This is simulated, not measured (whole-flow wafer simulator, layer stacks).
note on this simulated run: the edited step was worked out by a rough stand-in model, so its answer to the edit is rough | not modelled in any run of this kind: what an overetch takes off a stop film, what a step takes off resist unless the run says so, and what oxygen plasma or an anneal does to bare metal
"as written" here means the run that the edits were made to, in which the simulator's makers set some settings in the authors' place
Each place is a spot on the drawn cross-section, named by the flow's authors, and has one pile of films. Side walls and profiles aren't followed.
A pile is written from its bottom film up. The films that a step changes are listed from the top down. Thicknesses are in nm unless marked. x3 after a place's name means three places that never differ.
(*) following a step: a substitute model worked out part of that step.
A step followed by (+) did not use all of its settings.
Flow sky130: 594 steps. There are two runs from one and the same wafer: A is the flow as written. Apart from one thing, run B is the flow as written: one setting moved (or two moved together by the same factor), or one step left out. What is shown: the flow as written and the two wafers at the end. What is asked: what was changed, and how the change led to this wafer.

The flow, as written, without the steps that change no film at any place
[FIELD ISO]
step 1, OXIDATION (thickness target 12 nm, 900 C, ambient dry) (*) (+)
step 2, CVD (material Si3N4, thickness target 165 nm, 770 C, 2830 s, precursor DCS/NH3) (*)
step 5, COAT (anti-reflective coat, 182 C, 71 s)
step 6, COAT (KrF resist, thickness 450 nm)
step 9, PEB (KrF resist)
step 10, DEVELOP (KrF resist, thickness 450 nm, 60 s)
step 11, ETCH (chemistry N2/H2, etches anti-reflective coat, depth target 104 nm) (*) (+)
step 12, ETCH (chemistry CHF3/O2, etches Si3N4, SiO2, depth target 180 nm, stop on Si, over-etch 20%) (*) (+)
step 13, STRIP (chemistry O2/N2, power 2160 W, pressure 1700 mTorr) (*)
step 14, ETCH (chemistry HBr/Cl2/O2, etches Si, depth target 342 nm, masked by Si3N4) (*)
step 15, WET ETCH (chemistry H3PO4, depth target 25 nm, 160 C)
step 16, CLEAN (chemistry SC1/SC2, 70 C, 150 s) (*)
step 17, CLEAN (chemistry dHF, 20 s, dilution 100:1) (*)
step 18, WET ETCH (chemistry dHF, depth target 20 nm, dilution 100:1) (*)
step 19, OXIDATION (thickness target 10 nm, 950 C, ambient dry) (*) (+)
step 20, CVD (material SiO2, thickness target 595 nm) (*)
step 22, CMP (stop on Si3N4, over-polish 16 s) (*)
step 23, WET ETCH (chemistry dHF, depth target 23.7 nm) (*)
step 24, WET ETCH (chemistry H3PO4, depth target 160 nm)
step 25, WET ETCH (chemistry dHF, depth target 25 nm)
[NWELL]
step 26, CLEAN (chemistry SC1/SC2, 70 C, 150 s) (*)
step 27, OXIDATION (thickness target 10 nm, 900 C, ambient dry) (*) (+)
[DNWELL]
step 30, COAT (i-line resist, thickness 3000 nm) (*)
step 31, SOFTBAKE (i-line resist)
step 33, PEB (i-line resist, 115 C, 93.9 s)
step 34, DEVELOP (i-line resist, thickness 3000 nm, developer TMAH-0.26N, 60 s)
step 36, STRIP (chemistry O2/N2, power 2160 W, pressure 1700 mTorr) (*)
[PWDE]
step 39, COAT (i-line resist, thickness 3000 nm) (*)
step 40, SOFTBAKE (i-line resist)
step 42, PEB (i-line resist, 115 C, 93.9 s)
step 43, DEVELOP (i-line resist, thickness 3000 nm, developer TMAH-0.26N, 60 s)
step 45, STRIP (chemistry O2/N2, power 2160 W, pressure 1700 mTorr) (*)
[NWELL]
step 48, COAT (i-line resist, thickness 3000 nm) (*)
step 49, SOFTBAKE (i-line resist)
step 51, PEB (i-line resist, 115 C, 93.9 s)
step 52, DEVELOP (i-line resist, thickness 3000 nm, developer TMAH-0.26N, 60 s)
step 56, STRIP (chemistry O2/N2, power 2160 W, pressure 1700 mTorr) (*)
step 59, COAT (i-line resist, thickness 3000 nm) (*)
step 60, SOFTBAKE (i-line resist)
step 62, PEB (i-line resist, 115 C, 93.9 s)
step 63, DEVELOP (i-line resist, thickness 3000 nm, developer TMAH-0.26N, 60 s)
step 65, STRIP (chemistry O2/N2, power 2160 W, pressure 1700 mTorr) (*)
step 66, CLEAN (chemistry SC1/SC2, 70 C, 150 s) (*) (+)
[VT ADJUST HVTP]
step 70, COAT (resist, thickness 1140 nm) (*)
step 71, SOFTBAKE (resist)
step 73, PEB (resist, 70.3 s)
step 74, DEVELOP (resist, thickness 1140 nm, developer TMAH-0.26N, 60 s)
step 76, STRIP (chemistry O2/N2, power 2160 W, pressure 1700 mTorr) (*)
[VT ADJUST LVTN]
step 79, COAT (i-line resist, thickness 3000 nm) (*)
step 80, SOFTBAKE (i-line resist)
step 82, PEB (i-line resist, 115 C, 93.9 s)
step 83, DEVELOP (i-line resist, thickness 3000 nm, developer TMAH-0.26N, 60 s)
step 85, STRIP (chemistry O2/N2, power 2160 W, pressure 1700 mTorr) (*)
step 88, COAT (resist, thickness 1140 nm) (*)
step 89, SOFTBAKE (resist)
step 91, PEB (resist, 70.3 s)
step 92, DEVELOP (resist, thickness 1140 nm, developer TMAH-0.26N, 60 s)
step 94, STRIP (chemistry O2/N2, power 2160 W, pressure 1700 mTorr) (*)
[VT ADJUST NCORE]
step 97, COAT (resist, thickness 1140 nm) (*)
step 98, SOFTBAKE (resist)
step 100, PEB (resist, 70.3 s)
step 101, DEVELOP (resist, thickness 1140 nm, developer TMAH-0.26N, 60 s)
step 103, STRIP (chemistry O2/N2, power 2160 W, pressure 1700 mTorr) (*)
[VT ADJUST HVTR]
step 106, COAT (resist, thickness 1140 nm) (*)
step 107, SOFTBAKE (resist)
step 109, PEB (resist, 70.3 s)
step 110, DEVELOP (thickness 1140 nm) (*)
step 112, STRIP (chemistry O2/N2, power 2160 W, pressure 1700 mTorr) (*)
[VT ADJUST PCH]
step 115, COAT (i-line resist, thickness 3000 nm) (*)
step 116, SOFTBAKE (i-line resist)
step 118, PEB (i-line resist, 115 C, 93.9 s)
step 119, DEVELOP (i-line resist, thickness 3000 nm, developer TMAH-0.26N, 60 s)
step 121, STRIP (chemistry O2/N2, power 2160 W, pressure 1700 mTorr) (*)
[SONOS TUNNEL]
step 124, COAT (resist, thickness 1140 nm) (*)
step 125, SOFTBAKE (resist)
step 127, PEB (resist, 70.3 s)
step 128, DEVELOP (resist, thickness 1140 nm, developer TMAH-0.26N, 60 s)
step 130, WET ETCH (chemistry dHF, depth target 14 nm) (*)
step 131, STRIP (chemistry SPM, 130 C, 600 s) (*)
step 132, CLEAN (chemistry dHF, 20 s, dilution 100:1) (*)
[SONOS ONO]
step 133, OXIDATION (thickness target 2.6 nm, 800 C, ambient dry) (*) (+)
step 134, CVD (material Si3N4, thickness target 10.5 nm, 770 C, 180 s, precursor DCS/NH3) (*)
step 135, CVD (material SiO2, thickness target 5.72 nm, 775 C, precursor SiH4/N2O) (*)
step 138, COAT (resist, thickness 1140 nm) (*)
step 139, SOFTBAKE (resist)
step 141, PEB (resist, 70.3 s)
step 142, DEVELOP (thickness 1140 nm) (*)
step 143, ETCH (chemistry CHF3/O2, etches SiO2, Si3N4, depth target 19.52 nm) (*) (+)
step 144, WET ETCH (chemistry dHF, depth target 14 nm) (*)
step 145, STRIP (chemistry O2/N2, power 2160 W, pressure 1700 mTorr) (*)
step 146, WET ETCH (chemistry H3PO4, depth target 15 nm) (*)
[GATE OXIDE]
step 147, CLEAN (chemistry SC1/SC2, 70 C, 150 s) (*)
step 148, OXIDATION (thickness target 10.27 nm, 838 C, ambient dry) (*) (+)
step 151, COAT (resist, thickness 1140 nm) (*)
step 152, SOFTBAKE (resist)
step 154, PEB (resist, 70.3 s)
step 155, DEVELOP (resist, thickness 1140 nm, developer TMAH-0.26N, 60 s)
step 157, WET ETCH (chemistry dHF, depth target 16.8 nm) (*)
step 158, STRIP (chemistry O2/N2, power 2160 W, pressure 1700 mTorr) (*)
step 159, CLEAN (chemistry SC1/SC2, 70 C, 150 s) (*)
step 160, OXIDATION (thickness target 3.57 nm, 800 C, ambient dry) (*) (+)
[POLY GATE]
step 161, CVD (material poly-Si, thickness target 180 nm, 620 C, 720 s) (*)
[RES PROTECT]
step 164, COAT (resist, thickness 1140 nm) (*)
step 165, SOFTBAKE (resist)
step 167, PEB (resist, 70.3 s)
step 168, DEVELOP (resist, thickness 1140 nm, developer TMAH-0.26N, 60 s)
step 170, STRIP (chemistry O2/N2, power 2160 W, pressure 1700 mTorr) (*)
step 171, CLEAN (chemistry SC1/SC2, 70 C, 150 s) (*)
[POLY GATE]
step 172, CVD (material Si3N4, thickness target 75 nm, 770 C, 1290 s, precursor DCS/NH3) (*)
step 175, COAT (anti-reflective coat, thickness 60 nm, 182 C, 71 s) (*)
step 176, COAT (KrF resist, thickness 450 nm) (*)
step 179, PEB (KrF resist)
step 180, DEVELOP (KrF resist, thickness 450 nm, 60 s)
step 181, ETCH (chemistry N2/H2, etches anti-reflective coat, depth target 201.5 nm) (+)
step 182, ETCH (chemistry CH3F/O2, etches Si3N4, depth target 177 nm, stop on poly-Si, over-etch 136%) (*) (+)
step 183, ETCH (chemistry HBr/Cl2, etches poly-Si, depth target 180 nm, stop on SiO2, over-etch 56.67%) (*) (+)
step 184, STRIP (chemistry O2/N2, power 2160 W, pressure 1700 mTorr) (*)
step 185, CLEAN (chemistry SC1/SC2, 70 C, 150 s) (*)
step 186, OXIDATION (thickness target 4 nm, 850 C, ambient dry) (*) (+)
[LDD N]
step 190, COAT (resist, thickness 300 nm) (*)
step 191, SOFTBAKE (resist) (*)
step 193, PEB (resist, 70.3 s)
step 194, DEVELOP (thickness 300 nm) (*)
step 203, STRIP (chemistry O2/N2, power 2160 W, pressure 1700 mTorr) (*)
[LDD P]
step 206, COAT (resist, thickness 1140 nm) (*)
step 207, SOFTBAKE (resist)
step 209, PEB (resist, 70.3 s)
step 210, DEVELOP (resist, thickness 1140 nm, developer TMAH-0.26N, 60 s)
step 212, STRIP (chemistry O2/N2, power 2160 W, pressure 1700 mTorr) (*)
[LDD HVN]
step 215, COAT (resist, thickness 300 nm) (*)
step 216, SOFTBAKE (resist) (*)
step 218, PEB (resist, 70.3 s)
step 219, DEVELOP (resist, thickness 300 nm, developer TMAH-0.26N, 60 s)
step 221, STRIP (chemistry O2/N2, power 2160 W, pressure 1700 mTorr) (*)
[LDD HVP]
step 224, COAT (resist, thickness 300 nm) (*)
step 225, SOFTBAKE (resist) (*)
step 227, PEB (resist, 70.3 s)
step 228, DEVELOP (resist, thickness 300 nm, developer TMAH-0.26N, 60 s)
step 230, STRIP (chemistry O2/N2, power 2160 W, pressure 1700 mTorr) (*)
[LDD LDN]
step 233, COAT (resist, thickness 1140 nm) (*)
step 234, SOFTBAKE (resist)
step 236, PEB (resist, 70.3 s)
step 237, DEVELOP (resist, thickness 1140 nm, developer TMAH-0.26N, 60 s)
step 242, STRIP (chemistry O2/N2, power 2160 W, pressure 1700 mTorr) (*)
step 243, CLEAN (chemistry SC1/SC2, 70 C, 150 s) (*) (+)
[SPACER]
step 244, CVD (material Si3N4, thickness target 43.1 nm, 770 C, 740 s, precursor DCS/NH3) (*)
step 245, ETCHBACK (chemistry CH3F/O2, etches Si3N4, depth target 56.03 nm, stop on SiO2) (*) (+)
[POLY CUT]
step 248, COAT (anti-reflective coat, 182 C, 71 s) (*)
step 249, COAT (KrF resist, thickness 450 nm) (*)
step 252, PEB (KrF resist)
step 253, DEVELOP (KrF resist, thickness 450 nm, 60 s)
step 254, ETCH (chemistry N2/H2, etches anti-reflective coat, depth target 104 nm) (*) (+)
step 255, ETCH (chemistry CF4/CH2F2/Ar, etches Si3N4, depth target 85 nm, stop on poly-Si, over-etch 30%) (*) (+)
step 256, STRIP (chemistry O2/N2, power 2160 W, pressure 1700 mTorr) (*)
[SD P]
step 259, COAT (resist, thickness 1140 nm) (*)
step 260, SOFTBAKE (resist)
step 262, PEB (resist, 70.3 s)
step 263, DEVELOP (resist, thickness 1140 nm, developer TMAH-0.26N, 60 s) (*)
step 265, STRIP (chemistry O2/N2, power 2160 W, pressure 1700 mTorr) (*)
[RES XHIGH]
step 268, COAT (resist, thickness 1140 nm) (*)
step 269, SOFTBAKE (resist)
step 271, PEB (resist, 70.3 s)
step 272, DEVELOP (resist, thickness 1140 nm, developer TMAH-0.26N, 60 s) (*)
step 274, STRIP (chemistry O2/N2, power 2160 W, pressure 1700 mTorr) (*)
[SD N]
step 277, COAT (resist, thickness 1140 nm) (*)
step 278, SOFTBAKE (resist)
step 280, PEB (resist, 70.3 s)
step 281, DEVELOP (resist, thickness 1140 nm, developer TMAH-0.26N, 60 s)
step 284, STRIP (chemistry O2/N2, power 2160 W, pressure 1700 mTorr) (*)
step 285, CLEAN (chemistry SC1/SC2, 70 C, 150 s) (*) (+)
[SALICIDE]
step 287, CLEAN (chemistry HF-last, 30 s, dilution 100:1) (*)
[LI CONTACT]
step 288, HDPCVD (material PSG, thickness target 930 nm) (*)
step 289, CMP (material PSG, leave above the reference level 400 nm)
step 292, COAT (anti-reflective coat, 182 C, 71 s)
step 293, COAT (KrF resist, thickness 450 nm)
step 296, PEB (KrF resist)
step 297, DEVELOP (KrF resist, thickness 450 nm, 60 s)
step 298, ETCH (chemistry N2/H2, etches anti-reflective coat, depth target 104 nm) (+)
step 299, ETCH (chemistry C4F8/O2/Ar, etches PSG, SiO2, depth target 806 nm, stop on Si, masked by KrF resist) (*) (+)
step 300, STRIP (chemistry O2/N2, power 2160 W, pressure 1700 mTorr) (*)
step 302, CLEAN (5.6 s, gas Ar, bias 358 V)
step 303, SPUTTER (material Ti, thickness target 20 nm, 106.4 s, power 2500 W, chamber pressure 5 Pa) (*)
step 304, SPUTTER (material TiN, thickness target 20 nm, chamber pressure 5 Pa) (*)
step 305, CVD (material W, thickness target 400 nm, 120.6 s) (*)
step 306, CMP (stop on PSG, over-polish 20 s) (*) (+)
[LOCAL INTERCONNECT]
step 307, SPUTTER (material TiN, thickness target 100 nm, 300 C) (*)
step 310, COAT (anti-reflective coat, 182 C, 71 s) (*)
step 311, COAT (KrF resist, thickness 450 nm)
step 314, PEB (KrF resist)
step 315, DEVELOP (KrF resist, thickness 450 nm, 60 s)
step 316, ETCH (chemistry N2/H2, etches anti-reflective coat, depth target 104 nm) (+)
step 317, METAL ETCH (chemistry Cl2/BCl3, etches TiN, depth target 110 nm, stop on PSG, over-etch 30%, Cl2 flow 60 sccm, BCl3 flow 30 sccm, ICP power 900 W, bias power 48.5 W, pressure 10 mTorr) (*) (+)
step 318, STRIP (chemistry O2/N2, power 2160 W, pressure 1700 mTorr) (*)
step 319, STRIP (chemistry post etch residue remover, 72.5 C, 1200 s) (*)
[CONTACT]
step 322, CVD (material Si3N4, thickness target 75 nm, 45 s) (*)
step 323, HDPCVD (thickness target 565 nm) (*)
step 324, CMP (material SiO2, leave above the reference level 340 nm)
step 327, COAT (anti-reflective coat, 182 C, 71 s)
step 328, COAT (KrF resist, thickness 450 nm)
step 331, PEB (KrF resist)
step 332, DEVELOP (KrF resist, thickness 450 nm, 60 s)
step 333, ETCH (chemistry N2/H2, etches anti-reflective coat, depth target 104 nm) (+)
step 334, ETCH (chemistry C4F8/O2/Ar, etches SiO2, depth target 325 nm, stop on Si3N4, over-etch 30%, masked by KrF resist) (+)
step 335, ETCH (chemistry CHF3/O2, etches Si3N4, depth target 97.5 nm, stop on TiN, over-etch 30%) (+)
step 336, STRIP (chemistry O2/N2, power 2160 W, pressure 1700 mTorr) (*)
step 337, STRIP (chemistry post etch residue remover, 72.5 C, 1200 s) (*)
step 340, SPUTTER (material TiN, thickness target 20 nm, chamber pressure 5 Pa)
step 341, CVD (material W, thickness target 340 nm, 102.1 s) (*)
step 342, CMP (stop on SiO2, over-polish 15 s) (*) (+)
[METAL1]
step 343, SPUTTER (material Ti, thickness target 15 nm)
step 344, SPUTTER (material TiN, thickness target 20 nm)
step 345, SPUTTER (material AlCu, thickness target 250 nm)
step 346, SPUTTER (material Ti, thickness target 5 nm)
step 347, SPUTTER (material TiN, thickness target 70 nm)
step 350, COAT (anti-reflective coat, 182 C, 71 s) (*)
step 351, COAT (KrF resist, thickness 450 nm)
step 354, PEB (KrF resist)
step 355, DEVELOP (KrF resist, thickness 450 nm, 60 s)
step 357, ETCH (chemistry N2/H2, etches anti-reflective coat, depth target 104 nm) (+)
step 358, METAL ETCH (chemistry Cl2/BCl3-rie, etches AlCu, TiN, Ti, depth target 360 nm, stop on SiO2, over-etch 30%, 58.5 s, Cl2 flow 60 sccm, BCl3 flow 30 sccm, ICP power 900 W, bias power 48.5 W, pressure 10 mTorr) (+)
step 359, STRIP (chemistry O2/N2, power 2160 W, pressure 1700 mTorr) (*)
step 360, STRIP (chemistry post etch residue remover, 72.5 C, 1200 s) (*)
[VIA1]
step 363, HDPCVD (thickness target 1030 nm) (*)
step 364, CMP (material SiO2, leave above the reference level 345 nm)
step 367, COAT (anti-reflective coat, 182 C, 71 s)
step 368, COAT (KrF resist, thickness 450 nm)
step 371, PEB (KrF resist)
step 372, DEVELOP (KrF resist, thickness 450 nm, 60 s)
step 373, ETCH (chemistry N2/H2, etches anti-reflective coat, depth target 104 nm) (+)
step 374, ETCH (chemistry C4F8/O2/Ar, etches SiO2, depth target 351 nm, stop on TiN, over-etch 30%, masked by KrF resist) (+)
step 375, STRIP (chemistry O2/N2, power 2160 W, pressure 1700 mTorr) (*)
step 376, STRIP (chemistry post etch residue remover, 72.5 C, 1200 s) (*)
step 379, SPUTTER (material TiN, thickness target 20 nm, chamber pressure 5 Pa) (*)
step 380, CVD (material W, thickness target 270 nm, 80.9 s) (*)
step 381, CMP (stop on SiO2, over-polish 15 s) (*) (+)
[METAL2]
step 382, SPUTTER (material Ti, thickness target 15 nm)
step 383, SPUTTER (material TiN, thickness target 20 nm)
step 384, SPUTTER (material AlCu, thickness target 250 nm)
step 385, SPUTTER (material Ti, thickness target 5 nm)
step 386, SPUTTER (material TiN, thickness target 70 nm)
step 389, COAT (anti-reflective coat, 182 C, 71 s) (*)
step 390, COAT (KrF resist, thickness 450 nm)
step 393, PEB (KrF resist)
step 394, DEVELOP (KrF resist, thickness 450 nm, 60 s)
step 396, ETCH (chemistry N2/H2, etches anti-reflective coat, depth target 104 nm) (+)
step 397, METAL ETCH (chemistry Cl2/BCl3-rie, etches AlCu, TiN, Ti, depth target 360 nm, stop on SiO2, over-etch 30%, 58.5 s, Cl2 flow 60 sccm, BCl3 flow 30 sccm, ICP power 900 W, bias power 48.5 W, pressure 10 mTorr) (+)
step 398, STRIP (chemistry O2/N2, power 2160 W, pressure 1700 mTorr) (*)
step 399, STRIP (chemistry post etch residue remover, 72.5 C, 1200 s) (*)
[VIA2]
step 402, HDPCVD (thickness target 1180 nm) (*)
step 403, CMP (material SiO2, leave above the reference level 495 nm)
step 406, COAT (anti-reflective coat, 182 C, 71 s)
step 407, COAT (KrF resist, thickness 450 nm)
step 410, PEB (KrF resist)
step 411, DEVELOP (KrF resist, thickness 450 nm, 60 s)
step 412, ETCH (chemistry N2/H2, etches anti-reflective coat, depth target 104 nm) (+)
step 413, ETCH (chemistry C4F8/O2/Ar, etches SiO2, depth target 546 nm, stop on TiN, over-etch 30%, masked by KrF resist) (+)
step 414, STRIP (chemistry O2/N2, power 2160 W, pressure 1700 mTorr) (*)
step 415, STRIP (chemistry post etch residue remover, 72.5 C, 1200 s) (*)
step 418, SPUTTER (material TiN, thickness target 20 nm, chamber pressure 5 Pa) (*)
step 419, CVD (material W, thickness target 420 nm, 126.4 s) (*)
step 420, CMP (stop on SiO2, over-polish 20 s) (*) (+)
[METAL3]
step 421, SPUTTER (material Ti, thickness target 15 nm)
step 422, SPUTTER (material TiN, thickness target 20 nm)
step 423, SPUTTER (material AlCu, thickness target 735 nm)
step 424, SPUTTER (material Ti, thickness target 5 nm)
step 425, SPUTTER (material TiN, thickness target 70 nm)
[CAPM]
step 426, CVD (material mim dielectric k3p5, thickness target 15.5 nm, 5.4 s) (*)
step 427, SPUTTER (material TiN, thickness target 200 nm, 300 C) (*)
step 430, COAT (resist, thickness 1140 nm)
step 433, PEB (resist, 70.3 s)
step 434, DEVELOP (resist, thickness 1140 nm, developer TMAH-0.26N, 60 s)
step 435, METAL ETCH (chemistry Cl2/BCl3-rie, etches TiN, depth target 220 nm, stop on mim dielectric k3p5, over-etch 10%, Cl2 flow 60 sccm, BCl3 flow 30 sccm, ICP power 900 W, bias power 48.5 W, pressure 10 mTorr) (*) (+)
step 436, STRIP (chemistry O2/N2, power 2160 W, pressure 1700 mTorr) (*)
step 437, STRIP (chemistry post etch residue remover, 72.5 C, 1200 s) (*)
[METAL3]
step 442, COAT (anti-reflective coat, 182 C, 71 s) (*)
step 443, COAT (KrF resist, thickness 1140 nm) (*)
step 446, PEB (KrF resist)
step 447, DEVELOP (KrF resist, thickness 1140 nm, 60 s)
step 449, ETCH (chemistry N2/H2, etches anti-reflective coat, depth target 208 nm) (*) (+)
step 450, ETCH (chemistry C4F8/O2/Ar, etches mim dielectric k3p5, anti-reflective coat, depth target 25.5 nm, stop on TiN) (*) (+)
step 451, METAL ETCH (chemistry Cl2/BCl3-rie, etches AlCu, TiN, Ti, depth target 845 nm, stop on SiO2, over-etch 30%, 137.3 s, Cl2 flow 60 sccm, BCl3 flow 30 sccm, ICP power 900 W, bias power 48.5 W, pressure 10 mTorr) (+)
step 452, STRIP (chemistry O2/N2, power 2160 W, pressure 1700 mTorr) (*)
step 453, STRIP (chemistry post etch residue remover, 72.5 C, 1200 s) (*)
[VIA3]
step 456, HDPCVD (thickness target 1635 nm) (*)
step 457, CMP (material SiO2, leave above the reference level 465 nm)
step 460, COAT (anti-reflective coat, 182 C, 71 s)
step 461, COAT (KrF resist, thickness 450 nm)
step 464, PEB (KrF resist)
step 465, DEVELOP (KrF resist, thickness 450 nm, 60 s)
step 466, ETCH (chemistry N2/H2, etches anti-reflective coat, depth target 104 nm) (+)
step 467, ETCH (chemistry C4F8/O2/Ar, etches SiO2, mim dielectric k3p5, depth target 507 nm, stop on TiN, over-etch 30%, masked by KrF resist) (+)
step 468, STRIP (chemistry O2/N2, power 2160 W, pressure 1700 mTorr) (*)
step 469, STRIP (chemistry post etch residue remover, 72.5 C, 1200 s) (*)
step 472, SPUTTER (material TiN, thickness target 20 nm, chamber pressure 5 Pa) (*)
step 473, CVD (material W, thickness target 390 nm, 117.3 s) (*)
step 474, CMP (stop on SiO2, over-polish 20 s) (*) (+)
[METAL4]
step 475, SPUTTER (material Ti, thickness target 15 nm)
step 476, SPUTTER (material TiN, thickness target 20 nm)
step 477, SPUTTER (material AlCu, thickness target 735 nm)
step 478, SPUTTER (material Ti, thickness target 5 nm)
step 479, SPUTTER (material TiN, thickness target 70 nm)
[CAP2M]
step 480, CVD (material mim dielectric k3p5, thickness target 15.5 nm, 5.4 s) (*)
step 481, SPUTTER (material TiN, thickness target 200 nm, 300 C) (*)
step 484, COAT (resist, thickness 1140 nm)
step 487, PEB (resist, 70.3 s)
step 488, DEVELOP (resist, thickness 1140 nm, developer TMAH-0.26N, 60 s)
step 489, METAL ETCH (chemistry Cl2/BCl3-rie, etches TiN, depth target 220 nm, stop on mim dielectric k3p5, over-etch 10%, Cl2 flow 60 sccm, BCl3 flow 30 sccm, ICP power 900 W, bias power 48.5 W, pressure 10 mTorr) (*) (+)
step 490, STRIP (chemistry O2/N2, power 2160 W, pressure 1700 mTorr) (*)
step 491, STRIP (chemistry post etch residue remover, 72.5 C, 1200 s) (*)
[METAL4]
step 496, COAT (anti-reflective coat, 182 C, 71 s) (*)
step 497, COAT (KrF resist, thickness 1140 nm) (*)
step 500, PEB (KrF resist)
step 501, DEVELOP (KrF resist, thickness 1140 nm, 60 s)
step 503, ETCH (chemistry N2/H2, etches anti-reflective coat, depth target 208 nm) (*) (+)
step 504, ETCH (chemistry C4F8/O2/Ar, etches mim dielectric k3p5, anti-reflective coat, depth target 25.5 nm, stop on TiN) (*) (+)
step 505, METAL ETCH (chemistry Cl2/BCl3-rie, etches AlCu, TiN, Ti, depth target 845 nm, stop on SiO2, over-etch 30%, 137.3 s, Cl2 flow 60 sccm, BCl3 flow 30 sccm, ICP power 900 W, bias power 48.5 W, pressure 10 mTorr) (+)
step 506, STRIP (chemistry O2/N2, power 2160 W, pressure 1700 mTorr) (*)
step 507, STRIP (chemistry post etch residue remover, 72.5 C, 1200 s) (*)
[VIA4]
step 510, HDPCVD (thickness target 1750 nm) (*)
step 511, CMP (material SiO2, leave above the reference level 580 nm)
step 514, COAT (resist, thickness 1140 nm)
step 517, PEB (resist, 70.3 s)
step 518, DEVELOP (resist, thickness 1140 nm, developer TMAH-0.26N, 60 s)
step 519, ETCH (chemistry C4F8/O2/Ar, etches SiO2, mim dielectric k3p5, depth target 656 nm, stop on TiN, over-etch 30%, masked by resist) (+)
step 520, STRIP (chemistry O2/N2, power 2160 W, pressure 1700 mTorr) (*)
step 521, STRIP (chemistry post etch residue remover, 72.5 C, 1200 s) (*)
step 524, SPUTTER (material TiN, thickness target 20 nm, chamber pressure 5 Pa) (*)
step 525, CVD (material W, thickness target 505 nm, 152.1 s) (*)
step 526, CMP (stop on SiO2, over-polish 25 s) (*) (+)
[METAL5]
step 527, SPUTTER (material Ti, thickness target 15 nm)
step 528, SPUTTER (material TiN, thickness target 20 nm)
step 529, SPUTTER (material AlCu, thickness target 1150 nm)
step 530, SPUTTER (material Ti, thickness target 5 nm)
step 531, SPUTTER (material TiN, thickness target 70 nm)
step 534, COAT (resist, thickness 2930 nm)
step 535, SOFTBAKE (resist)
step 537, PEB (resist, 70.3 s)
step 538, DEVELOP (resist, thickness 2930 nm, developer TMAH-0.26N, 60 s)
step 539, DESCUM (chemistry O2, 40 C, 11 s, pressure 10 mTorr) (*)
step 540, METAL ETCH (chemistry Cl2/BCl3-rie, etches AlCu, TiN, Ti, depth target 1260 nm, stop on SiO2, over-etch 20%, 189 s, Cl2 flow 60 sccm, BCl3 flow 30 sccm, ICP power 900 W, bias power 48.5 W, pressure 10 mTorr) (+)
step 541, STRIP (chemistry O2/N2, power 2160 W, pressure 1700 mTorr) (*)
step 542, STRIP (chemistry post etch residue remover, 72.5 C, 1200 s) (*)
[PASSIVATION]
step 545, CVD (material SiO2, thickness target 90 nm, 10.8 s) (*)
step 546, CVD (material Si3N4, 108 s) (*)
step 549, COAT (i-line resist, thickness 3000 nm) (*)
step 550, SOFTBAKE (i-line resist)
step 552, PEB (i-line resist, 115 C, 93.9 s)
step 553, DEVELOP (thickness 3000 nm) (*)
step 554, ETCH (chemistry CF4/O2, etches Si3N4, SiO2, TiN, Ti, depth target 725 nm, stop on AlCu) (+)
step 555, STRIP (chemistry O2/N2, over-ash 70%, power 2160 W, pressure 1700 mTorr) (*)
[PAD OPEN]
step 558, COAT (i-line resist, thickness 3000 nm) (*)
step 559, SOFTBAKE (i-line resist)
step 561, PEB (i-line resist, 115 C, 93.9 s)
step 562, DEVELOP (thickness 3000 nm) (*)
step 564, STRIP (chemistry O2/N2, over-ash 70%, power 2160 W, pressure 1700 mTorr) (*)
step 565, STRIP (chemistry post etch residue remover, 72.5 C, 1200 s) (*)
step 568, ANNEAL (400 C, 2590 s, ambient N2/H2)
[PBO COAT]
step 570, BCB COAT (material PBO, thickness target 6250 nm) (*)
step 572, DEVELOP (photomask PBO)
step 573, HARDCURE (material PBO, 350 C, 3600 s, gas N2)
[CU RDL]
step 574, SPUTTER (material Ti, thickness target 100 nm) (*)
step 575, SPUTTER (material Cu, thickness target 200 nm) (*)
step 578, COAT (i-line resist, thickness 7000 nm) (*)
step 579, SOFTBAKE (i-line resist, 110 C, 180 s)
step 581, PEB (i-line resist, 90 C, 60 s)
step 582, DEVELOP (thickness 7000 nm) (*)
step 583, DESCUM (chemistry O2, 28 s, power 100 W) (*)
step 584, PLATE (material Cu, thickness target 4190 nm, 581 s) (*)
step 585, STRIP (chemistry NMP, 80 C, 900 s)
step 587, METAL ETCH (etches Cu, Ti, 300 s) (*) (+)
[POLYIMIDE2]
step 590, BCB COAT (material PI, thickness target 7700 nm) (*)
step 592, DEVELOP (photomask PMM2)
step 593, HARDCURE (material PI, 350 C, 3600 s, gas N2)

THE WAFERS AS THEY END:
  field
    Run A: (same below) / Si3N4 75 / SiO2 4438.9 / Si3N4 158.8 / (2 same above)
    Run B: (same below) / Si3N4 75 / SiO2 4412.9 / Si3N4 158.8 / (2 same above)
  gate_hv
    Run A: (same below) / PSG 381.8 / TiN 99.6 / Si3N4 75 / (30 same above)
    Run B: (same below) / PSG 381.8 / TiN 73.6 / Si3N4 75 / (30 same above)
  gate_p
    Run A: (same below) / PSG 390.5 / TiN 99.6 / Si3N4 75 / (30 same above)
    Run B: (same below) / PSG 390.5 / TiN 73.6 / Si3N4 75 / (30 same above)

What caused this: step 307, SPUTTER: thickness target 74 nm was run, while the flow as written has thickness target 100 nm.

Step by step, how the change led to this:
  step 307, SPUTTER (material TiN, thickness target 100 nm, 300 C) (*)
      field, active, n_well and 188 more: A +100 TiN (new film) | B +74 TiN (new film)
  step 317, METAL ETCH (chemistry Cl2/BCl3, etches TiN, depth target 110 nm, stop on PSG, over-etch 30%, Cl2 flow 60 sccm, BCl3 flow 30 sccm, ICP power 900 W, bias power 48.5 W, pressure 10 mTorr) (*) (+)
      n_well, p_well, gate_hv and 97 more: A -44 KrF resist | B -37.8 KrF resist
      field, active, gate and 88 more: A -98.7 TiN (all of it) | B -72.7 TiN (all of it)
  step 324, CMP (material SiO2, leave above the reference level 340 nm)
      field, active, gate and 88 more: A -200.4 SiO2 | B -226.4 SiO2
